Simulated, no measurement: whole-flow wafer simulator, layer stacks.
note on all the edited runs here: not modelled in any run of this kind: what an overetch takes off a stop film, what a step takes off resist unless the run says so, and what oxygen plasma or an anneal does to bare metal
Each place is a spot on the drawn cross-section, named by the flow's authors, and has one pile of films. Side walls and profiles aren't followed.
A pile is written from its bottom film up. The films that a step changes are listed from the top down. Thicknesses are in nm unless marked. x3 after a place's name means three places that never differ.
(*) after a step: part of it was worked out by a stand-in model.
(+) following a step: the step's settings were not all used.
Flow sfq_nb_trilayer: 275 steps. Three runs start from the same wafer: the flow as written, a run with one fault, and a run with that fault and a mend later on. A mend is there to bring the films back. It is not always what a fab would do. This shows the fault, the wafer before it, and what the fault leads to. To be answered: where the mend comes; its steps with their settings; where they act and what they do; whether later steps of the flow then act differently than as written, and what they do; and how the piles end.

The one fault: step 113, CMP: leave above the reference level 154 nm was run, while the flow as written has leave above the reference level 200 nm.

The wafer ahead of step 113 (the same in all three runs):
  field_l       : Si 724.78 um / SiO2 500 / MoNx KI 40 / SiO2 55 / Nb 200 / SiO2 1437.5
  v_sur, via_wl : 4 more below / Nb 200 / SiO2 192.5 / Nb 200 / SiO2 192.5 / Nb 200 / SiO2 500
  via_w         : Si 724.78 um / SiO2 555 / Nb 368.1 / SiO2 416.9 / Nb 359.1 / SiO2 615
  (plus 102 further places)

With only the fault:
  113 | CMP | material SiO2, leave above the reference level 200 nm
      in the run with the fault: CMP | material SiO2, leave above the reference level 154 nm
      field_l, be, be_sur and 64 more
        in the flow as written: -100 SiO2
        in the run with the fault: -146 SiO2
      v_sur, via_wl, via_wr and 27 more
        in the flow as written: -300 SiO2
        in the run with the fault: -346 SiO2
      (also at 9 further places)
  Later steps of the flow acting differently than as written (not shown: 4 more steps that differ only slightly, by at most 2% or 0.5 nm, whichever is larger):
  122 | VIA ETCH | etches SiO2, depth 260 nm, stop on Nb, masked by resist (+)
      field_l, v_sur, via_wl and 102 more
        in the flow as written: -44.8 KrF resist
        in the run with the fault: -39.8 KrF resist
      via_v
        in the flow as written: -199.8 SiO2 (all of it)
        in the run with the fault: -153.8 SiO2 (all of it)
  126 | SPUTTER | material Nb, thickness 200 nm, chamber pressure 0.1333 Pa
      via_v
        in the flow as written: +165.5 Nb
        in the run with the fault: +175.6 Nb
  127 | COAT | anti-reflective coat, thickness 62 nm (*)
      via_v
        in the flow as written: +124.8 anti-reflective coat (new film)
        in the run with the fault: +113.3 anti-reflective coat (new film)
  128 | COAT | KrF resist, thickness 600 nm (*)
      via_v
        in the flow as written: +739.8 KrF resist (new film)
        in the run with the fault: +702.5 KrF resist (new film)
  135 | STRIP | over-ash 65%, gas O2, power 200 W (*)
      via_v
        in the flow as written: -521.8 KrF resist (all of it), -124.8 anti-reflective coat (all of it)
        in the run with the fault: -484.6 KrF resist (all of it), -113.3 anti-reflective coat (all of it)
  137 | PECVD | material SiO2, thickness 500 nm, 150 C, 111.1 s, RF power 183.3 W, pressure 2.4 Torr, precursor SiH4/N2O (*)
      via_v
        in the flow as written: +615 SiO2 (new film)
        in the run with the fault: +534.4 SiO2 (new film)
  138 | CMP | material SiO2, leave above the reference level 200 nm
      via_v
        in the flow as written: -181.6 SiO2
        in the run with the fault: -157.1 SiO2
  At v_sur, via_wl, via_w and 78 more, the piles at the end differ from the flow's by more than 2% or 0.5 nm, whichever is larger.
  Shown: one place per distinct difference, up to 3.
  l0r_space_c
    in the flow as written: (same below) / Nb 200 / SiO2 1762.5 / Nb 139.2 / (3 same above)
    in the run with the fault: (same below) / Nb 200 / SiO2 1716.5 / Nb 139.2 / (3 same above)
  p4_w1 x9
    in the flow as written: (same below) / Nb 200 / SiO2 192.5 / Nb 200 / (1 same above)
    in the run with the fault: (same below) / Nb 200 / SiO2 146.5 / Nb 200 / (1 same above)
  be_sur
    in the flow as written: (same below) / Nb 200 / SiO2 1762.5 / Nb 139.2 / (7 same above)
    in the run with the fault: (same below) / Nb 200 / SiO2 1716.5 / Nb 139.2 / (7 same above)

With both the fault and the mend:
  After step 114 comes the mend.
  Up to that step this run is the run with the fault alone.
  114a | PECVD | material SiO2, thickness 46 nm, 150 C, 10.22 s, RF power 183.3 W, pressure 2.4 Torr, precursor SiH4/N2O (a further turn of the flow's step 112, with different settings)
      field_l, v_sur, via_wl and 103 more
        +46 SiO2
  None of the later steps of the flow acts differently than as written at any place that is followed.
  At every place that both follow, the piles at the end match the flow's.
